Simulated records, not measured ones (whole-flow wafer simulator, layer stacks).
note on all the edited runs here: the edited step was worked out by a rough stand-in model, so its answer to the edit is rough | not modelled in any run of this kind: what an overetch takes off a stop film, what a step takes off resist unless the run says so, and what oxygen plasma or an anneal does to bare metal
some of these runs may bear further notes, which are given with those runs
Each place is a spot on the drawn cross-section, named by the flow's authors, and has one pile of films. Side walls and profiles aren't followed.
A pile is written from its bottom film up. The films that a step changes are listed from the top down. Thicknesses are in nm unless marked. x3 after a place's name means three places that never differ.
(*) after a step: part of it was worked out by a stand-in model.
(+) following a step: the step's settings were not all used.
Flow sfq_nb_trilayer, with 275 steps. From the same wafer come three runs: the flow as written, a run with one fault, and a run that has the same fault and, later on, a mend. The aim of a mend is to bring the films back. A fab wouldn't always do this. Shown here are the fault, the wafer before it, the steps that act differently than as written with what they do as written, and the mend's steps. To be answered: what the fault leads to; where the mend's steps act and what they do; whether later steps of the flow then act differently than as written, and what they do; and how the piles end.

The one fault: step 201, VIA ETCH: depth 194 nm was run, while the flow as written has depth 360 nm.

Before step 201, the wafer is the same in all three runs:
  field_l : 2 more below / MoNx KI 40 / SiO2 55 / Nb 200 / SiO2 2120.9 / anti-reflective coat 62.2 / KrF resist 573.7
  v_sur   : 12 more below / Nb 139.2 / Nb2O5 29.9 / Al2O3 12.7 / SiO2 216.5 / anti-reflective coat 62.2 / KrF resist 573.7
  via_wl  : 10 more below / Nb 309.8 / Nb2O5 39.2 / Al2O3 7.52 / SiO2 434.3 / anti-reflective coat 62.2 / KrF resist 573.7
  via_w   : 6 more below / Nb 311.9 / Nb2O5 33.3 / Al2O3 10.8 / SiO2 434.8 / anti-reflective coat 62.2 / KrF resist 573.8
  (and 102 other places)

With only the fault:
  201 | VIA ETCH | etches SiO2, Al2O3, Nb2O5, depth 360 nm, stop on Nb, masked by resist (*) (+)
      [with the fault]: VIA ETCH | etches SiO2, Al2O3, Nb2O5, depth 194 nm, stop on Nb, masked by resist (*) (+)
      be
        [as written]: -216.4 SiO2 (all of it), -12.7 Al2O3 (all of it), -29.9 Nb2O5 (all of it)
        [with the fault]: -194 SiO2
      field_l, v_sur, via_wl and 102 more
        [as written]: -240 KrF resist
        [with the fault]: -129.3 KrF resist
  Later steps of the flow acting differently than as written (not shown: 7 more steps that differ only slightly, by at most 2% or 0.5 nm, whichever is larger):
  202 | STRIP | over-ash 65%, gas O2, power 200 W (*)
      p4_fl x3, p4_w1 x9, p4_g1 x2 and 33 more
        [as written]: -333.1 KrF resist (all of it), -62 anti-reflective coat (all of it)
        [with the fault]: -443.8 KrF resist (all of it), -62 anti-reflective coat (all of it)
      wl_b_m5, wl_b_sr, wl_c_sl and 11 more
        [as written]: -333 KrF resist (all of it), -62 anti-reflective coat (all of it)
        [with the fault]: -443.7 KrF resist (all of it), -62 anti-reflective coat (all of it)
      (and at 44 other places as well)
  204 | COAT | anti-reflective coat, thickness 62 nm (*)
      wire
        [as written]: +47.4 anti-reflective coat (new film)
        [with the fault]: +49.3 anti-reflective coat (new film)
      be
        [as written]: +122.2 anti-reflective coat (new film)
        [with the fault]: +112.5 anti-reflective coat (new film)
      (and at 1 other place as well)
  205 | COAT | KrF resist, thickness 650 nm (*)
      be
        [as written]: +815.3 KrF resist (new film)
        [with the fault]: +768.9 KrF resist (new film)
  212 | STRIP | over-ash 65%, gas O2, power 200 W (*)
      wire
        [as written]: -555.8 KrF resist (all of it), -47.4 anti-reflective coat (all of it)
        [with the fault]: -559.5 KrF resist (all of it), -49.3 anti-reflective coat (all of it)
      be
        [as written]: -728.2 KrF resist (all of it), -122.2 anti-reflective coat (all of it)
        [with the fault]: -681.7 KrF resist (all of it), -112.5 anti-reflective coat (all of it)
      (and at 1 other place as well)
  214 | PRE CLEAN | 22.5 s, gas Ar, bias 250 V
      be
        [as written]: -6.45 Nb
        [with the fault]: -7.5 SiO2
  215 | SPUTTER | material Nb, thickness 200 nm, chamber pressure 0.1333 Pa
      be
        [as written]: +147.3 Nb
        [with the fault]: +162.2 Nb (new film)
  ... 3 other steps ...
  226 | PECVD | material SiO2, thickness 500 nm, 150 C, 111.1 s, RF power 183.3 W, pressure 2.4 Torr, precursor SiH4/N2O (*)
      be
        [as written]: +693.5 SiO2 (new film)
        [with the fault]: +614.7 SiO2 (new film)
  By the end, the piles at be depart from the flow's by more than 2% or 0.5 nm, whichever is larger.
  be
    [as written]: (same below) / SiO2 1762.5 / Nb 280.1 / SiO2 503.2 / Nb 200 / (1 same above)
    [with the fault]: (same below) / SiO2 1762.5 / Nb 139.2 / Nb2O5 29.9 / Al2O3 12.7 / SiO2 14.9 / Nb 162.2 / SiO2 424.4 / Nb 200 / (1 same above)

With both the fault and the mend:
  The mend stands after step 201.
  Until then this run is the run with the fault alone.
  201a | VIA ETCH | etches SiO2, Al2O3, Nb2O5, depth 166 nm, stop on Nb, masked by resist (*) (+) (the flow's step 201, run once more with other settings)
      field_l, v_sur, via_wl and 102 more
        -110.7 KrF resist
      be
        -22.4 SiO2 (all of it), -12.7 Al2O3 (all of it), -29.9 Nb2O5 (all of it)
  Later steps of the flow that are run all act as written at every place that is followed.
  The piles end the same as the flow's at every place that both follow.
